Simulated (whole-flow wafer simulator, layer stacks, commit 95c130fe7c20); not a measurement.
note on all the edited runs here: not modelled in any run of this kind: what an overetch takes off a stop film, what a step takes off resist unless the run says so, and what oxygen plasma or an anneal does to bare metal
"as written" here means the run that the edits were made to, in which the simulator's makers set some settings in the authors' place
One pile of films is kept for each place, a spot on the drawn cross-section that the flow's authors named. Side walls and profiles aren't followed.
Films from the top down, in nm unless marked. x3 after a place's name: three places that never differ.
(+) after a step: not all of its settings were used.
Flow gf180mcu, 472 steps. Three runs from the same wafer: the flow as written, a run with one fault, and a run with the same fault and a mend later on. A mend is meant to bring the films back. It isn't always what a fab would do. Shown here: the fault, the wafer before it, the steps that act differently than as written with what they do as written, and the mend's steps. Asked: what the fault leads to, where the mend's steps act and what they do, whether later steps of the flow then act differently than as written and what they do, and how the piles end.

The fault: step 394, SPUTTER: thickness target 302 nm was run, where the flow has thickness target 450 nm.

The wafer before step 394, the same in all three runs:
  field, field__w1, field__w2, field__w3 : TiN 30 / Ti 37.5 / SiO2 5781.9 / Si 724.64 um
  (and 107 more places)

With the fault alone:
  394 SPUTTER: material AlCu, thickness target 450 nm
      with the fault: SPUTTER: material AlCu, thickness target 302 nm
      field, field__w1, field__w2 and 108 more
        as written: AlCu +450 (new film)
        with the fault: AlCu +302 (new film)
  Later steps of the flow that act differently than as written (1 more step differs only slightly, by at most 2% or 0.5 nm, whichever is larger, and isn't shown):
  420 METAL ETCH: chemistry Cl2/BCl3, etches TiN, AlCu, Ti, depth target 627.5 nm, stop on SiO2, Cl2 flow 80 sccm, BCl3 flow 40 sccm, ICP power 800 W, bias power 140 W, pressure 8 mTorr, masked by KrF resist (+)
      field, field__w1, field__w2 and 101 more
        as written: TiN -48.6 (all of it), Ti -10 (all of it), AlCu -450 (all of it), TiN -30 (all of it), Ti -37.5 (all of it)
        with the fault: TiN -48.6 (all of it), Ti -10 (all of it), AlCu -302 (all of it), TiN -30 (all of it), Ti -37.5 (all of it)
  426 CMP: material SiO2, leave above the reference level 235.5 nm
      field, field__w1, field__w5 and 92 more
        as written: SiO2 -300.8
        with the fault: SiO2 -448.8
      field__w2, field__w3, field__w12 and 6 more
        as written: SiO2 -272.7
        with the fault: SiO2 -427.4
  At the end the piles differ from the flow's by more than 2% or 0.5 nm, whichever is larger, at field__w4, field__w8, contact and 10 more.
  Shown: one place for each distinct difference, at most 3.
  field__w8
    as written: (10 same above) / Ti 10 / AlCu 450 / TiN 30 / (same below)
    with the fault: (10 same above) / Ti 10 / AlCu 302 / TiN 30 / (same below)
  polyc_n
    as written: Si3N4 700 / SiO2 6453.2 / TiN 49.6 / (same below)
    with the fault: Si3N4 700 / SiO2 6305.2 / TiN 49.6 / (same below)
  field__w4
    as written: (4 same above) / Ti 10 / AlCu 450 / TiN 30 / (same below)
    with the fault: (4 same above) / Ti 10 / AlCu 302 / TiN 30 / (same below)

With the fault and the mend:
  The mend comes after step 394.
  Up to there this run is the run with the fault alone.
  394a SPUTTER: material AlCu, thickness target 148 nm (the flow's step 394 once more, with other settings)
      field, field__w1, field__w2 and 108 more
        AlCu +148
  No later step of the flow acts differently than as written at any place that is followed.
  At the end the piles are the same as the flow's at every place that both follow.
